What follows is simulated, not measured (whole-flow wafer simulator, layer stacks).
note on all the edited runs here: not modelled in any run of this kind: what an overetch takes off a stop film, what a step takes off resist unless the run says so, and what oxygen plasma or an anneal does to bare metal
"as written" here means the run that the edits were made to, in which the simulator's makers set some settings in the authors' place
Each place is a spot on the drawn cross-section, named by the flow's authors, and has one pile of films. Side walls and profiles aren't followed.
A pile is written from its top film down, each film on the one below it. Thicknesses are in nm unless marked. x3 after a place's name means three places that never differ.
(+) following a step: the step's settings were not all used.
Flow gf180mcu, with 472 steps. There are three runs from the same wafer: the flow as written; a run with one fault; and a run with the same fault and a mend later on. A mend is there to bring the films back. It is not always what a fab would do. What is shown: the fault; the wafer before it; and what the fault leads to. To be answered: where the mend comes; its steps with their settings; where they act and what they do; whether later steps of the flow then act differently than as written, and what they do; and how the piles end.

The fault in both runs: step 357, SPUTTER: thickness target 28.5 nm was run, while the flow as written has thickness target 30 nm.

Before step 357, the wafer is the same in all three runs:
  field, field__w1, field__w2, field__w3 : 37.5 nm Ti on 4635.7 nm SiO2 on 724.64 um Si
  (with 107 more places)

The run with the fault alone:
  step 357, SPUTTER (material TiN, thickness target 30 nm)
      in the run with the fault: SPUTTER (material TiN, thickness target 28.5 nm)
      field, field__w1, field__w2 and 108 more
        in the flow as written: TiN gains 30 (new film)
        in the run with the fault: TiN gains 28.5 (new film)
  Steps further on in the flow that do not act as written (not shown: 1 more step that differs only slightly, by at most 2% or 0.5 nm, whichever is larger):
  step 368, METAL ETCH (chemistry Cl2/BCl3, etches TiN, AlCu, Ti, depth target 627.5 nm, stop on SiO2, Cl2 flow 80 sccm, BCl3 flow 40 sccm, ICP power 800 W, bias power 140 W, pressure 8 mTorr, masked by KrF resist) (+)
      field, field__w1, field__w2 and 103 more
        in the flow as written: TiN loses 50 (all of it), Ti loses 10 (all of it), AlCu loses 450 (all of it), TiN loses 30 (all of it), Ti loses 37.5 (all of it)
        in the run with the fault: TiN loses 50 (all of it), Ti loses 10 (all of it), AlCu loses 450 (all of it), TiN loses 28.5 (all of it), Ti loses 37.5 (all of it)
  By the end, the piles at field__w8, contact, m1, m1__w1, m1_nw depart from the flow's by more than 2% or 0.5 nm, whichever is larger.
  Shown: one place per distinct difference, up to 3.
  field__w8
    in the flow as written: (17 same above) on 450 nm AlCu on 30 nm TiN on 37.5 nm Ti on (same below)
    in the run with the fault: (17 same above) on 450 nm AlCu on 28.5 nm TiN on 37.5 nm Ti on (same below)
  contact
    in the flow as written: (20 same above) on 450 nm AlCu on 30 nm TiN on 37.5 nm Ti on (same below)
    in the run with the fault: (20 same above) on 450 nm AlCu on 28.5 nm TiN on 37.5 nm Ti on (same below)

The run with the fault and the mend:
  After step 357 comes the mend.
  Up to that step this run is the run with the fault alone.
  step 357a, SPUTTER (material TiN, thickness target 1.5 nm) (the flow's step 357, run once more with other settings)
      field, field__w1, field__w2 and 108 more
        TiN gains 1.5
  Later steps of the flow that are run all act as written at every place that is followed.
  At every place that both follow, the piles at the end match the flow's.
